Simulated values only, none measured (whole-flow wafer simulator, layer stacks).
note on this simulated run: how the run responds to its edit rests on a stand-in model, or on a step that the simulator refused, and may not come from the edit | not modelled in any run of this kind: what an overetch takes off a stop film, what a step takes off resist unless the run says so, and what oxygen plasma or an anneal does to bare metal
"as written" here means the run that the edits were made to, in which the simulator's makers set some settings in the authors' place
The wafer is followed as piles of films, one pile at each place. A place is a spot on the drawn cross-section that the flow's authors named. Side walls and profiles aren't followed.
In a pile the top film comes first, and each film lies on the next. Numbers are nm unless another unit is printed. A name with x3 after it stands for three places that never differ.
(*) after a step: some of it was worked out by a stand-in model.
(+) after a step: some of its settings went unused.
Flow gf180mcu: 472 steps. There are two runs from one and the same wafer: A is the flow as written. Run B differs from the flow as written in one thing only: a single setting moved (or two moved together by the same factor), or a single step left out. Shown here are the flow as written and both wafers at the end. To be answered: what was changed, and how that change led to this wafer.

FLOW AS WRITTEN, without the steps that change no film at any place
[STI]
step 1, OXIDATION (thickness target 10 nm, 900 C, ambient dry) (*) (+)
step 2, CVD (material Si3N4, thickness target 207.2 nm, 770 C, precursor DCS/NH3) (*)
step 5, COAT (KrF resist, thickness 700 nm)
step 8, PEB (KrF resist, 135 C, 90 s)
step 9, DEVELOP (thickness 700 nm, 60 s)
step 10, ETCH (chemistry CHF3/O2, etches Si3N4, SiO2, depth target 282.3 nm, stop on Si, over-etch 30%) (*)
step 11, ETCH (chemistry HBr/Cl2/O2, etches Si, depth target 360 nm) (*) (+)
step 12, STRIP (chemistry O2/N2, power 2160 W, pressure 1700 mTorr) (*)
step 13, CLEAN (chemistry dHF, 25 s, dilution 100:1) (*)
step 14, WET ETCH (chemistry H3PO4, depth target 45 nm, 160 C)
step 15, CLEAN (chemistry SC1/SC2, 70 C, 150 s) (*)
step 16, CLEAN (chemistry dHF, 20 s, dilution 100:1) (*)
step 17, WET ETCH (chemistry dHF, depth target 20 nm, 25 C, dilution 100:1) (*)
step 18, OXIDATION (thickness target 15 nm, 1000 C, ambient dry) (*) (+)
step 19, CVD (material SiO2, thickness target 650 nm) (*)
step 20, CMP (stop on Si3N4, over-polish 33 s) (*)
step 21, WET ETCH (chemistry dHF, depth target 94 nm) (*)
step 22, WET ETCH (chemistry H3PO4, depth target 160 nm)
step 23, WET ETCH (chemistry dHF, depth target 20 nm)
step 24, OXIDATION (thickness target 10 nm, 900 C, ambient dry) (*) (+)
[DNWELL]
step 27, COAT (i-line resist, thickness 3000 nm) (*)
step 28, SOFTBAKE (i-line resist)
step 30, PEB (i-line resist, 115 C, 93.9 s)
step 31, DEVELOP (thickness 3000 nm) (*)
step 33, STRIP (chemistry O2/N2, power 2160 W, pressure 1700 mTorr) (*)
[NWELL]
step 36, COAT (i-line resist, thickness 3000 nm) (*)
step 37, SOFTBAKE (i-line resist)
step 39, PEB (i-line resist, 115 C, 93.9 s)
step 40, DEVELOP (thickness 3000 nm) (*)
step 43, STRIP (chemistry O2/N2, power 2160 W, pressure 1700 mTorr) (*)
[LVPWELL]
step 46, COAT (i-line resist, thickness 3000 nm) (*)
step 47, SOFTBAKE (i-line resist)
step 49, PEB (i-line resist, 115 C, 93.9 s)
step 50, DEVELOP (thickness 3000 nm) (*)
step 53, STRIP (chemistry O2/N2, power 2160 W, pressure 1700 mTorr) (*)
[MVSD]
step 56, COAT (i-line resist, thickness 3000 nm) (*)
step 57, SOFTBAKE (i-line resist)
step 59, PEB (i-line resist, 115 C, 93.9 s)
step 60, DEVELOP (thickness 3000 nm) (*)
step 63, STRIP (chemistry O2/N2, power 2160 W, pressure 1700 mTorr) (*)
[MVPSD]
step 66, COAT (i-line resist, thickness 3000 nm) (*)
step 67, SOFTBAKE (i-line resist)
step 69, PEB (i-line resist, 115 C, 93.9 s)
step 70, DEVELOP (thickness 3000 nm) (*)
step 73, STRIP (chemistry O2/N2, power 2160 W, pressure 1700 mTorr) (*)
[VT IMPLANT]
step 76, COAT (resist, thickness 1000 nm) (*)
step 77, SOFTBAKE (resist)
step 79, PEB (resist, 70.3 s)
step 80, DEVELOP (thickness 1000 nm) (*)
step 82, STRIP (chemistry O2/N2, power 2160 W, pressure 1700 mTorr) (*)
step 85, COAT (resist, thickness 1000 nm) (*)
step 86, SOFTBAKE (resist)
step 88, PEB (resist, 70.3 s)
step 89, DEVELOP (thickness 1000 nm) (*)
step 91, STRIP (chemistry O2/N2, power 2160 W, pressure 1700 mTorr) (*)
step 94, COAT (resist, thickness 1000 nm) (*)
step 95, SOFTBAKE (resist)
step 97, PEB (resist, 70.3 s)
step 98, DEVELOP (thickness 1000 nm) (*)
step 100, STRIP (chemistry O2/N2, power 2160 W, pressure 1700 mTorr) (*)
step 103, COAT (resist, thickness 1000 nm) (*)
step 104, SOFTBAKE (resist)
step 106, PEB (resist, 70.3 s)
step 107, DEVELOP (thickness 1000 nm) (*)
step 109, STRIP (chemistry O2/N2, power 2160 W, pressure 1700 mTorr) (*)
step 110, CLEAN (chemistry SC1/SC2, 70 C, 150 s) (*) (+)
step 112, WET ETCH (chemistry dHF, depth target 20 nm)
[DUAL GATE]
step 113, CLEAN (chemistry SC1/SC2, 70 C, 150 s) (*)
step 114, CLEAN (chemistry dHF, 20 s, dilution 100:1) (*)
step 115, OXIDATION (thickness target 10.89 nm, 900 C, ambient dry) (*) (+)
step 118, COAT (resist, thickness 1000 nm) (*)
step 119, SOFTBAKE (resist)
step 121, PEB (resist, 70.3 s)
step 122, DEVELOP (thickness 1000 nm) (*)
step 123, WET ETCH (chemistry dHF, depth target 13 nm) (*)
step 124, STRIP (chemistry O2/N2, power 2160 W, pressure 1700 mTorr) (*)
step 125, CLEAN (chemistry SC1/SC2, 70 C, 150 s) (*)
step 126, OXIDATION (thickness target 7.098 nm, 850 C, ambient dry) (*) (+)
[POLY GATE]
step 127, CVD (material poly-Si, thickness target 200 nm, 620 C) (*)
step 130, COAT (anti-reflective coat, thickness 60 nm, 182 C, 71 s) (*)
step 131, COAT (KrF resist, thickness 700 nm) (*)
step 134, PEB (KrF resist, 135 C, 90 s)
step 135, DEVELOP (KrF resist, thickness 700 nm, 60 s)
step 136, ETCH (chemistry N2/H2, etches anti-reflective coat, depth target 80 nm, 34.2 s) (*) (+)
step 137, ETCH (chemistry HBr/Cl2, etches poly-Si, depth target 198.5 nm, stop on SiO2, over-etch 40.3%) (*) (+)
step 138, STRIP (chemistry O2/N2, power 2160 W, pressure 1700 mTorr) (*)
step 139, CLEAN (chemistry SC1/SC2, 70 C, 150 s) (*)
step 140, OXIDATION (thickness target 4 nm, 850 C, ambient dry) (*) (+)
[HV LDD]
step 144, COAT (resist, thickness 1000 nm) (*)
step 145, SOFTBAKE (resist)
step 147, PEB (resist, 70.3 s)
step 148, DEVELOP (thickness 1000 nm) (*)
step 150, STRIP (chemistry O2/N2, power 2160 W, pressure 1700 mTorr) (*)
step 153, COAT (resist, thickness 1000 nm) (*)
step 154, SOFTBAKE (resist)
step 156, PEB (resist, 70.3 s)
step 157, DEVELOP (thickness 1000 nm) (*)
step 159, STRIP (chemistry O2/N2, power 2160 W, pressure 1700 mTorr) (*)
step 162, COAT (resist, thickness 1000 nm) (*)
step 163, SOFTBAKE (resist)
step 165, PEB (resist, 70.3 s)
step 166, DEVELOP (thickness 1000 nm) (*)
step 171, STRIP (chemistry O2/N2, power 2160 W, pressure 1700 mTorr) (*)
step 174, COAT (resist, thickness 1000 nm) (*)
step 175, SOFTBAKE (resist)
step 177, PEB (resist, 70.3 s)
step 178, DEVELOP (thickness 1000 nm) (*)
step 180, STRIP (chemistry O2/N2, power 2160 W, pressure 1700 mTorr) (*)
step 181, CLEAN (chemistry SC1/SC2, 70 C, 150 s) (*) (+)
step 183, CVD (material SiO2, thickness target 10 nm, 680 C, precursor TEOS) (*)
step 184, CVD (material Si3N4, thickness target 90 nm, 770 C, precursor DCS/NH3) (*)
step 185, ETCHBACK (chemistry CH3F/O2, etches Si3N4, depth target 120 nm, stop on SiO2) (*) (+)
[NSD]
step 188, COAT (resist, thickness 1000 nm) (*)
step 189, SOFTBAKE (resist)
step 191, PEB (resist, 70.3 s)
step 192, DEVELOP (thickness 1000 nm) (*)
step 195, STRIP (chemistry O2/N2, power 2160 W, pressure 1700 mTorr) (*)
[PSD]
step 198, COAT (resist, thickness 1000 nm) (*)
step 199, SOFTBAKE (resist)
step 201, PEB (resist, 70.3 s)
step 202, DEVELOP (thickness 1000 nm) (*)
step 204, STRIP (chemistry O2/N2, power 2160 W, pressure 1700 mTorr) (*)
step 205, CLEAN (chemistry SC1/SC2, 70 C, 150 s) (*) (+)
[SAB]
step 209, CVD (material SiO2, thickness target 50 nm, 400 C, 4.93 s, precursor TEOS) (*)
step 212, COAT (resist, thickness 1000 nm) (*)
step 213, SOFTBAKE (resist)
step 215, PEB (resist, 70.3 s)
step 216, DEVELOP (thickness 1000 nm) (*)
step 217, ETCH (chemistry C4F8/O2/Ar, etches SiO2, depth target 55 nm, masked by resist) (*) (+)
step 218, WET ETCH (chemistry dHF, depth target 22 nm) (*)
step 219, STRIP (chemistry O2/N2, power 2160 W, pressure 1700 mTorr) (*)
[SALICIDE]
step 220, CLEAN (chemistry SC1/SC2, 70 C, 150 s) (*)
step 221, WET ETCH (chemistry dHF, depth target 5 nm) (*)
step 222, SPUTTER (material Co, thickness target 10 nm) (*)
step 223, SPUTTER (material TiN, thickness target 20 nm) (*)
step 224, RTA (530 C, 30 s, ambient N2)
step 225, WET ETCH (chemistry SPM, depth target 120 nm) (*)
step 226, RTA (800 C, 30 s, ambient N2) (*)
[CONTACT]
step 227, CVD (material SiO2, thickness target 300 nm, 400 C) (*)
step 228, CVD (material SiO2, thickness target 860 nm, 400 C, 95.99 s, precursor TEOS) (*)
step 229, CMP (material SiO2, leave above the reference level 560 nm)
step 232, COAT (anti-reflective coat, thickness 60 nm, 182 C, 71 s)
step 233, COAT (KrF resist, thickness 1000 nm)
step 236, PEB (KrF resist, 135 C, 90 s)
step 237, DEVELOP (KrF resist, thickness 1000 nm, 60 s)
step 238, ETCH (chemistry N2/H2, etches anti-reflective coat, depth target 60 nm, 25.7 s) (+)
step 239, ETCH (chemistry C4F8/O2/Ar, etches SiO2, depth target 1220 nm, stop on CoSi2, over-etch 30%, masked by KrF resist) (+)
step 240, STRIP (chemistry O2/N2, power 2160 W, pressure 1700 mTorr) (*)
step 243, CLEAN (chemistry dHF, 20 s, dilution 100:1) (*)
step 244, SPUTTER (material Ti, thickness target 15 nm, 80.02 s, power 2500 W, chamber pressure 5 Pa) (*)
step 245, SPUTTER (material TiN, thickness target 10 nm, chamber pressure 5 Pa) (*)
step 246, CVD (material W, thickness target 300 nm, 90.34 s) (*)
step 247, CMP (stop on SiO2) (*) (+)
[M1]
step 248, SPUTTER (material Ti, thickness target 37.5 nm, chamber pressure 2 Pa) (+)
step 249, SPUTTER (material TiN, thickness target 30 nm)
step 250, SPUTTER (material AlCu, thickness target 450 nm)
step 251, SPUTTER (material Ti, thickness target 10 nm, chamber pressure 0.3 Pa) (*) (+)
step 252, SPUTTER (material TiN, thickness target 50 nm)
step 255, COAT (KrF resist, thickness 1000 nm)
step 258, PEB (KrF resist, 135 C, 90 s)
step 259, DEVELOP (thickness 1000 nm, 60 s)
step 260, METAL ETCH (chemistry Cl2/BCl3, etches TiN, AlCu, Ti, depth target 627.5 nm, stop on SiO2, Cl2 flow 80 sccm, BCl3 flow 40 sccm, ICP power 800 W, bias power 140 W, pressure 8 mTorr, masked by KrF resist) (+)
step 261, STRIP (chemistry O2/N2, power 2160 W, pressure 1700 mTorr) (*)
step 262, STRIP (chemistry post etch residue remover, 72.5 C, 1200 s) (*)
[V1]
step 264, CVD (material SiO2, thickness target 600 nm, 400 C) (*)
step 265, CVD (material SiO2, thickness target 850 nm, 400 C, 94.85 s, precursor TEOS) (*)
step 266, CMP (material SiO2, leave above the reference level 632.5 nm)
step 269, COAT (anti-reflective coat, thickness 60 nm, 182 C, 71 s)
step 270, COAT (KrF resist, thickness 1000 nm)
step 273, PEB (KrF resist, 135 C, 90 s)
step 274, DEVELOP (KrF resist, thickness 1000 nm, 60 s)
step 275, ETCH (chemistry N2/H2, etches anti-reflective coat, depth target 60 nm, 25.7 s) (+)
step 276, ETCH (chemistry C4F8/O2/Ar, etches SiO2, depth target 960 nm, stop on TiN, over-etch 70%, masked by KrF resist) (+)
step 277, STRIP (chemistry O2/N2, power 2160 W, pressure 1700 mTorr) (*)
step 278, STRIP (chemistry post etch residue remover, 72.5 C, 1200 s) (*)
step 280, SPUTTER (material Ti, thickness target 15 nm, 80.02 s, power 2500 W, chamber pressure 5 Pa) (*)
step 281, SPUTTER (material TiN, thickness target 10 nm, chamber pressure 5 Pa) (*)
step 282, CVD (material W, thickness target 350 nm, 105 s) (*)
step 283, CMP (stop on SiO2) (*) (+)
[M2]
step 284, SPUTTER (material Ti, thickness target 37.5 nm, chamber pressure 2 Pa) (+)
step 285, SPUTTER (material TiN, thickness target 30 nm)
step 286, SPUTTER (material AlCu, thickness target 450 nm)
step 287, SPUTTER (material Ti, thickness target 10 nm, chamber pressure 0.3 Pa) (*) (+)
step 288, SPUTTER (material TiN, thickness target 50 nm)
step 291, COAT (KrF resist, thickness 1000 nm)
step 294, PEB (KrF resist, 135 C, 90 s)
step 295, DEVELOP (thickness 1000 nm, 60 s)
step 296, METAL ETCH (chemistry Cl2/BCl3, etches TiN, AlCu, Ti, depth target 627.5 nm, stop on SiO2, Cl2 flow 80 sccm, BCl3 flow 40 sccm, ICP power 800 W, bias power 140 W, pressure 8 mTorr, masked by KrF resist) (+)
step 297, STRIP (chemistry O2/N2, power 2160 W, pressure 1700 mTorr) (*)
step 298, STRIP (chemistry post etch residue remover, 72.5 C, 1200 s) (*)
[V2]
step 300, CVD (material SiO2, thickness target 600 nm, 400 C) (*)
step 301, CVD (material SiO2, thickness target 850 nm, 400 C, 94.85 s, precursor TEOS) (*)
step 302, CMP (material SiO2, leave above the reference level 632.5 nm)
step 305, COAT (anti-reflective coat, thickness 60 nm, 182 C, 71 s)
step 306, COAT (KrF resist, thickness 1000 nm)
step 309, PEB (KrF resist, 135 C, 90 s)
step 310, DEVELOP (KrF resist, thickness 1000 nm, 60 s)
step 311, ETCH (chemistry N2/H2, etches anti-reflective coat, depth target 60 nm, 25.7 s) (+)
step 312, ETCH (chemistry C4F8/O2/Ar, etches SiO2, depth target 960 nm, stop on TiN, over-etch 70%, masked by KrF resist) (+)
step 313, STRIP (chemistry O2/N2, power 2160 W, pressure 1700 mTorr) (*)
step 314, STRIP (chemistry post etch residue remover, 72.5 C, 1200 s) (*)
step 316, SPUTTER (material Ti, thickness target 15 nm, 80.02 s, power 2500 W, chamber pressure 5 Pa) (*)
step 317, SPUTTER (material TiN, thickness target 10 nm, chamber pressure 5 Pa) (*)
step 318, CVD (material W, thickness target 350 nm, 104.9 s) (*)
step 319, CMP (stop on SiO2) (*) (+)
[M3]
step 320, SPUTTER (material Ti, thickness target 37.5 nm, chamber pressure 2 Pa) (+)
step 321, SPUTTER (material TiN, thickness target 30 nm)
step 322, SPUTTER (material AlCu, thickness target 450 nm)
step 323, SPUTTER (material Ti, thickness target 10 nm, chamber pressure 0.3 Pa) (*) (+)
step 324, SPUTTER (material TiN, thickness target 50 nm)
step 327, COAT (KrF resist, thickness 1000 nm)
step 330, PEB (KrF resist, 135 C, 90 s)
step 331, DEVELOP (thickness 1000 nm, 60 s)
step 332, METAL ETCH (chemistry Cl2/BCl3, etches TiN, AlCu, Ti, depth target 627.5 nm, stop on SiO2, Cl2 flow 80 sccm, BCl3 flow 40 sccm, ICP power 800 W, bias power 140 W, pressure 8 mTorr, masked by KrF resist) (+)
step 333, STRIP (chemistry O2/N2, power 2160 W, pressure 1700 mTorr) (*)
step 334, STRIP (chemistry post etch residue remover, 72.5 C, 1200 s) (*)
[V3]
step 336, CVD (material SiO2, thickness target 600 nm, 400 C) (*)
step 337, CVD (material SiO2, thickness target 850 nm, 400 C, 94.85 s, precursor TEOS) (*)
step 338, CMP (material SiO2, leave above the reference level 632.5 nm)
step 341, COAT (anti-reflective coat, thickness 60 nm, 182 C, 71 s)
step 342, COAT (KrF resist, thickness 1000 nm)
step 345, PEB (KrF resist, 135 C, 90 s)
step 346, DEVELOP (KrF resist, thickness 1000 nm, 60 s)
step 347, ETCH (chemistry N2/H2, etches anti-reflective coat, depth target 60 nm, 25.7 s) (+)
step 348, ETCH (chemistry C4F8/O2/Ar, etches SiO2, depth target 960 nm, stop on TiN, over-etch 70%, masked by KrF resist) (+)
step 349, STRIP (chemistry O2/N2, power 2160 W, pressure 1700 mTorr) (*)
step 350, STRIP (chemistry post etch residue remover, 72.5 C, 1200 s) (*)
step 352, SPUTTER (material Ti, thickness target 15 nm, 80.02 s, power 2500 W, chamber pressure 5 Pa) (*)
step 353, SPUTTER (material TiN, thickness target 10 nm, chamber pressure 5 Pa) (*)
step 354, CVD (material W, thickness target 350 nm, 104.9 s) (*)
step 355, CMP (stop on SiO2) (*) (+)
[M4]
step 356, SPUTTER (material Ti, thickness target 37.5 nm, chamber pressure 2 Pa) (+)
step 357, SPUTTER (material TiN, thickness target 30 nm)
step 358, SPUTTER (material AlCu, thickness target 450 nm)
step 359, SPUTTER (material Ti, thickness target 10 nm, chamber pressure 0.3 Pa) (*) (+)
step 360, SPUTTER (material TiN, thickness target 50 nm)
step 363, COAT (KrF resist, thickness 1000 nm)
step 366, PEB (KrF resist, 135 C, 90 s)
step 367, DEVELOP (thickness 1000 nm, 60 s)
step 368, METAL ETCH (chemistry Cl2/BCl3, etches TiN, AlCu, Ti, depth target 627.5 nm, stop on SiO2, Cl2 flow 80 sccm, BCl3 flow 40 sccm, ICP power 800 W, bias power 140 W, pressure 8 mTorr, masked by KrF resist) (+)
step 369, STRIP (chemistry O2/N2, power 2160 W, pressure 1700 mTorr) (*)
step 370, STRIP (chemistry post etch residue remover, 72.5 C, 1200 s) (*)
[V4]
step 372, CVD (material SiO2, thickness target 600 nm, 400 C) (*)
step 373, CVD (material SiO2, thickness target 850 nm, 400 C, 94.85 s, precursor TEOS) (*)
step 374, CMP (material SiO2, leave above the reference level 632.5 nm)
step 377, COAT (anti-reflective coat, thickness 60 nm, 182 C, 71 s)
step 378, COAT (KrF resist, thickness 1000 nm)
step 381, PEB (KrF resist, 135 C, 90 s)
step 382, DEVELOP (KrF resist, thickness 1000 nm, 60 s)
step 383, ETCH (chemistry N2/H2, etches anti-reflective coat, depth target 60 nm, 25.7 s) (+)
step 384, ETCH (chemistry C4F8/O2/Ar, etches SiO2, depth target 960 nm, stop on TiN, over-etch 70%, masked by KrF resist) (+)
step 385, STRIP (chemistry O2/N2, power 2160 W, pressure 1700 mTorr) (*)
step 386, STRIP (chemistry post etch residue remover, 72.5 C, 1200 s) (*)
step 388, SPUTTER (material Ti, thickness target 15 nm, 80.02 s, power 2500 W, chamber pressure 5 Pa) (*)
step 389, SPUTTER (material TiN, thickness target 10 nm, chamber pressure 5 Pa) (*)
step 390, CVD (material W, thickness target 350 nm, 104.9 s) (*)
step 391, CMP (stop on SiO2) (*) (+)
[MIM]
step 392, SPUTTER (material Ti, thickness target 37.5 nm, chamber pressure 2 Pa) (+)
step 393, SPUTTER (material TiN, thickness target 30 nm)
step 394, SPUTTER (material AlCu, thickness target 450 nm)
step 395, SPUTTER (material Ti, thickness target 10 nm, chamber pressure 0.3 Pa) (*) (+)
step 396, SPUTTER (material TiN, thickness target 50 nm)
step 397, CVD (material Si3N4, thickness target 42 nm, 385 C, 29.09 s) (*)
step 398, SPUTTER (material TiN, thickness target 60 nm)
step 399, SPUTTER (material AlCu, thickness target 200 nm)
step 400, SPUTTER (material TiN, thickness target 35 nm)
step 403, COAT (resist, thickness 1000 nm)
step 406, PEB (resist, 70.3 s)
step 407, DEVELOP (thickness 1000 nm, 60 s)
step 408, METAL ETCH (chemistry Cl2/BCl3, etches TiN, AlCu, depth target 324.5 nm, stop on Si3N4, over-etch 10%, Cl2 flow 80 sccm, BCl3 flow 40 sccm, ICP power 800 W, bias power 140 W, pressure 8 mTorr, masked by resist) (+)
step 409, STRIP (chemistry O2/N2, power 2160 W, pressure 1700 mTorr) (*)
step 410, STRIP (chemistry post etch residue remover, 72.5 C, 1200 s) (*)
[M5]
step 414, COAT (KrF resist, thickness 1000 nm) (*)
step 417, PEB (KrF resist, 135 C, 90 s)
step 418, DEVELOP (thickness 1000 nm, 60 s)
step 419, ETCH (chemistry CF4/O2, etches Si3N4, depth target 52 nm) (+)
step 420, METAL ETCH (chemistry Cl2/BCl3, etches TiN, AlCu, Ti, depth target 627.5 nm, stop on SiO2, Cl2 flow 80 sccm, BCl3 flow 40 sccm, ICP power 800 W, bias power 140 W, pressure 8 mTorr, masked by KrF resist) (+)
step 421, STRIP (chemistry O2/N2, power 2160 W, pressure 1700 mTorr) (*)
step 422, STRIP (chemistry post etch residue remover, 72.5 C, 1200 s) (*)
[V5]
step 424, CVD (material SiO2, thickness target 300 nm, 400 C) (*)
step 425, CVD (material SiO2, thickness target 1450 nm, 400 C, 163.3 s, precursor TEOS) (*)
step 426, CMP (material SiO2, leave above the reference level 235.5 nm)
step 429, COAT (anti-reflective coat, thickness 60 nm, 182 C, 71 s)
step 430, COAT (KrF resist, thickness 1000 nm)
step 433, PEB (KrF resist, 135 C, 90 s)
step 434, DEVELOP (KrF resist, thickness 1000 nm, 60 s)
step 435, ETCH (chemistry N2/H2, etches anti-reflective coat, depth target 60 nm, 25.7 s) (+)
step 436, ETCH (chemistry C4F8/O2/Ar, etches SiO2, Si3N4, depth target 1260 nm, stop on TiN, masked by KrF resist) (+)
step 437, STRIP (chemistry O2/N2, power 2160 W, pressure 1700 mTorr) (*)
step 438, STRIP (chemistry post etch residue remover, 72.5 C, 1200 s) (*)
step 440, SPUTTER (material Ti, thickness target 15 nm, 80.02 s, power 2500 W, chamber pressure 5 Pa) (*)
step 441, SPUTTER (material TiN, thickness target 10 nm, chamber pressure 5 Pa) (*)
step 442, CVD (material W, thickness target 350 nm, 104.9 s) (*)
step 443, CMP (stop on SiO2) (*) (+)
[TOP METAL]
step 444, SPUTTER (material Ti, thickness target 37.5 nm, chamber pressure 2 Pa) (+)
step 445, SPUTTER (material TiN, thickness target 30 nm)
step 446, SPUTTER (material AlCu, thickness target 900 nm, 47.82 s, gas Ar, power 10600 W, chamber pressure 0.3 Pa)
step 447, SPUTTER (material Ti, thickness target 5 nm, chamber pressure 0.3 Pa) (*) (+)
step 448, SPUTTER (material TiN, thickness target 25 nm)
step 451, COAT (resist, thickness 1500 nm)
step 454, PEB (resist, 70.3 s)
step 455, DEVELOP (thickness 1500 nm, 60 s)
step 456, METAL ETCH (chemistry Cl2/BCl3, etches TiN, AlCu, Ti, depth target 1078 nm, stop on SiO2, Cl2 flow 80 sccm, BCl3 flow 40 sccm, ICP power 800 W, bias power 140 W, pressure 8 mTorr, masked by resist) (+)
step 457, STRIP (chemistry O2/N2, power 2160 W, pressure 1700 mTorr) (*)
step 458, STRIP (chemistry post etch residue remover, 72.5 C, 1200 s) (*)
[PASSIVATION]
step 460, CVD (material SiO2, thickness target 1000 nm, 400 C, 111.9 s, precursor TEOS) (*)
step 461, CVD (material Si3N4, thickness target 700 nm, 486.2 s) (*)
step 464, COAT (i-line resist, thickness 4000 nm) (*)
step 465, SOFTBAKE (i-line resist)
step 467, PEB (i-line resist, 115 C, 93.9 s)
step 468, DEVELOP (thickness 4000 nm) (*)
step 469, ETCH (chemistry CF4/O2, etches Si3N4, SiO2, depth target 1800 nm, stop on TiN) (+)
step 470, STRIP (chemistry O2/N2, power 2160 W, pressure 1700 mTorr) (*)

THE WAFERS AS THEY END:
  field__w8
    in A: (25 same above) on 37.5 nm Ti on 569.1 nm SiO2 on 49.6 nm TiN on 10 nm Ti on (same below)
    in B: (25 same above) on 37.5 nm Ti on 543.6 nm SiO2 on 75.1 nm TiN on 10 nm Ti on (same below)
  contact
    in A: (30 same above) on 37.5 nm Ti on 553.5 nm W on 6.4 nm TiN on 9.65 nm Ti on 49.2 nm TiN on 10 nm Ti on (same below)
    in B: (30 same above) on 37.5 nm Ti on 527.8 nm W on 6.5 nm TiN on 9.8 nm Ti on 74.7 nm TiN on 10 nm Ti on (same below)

What caused this: step 288, SPUTTER: thickness target 75.5 nm was run, though the flow has thickness target 50 nm.

The path from the change to this, step by step:
  step 288, SPUTTER (material TiN, thickness target 50 nm)
      field, field__w1, field__w2 and 108 more: A TiN gains 50 (new film) | B TiN gains 75.5 (new film)
  step 296, METAL ETCH (chemistry Cl2/BCl3, etches TiN, AlCu, Ti, depth target 627.5 nm, stop on SiO2, Cl2 flow 80 sccm, BCl3 flow 40 sccm, ICP power 800 W, bias power 140 W, pressure 8 mTorr, masked by KrF resist) (+)
      field, field__w1, field__w2 and 103 more: A TiN loses 50 (all of it), Ti loses 10 (all of it), AlCu loses 450 (all of it), TiN loses 30 (all of it), Ti loses 37.5 (all of it) | B TiN loses 75.5 (all of it), Ti loses 10 (all of it), AlCu loses 450 (all of it), TiN loses 30 (all of it), Ti loses 37.5 (all of it)
  step 302, CMP (material SiO2, leave above the reference level 632.5 nm)
      field__w8, contact, m1, m1__w1, m1_nw: A SiO2 loses 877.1 | B SiO2 loses 902.6
  step 312, ETCH (chemistry C4F8/O2/Ar, etches SiO2, depth target 960 nm, stop on TiN, over-etch 70%, masked by KrF resist) (+)
      field, field__w1, field__w2 and 107 more: A KrF resist loses 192 | B KrF resist loses 186
      contact: A SiO2 loses 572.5 (all of it) | B SiO2 loses 547 (all of it)
  step 318, CVD (material W, thickness target 350 nm, 104.9 s) (*)
      contact: A W gains 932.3 (new film) | B W gains 906.5 (new film)
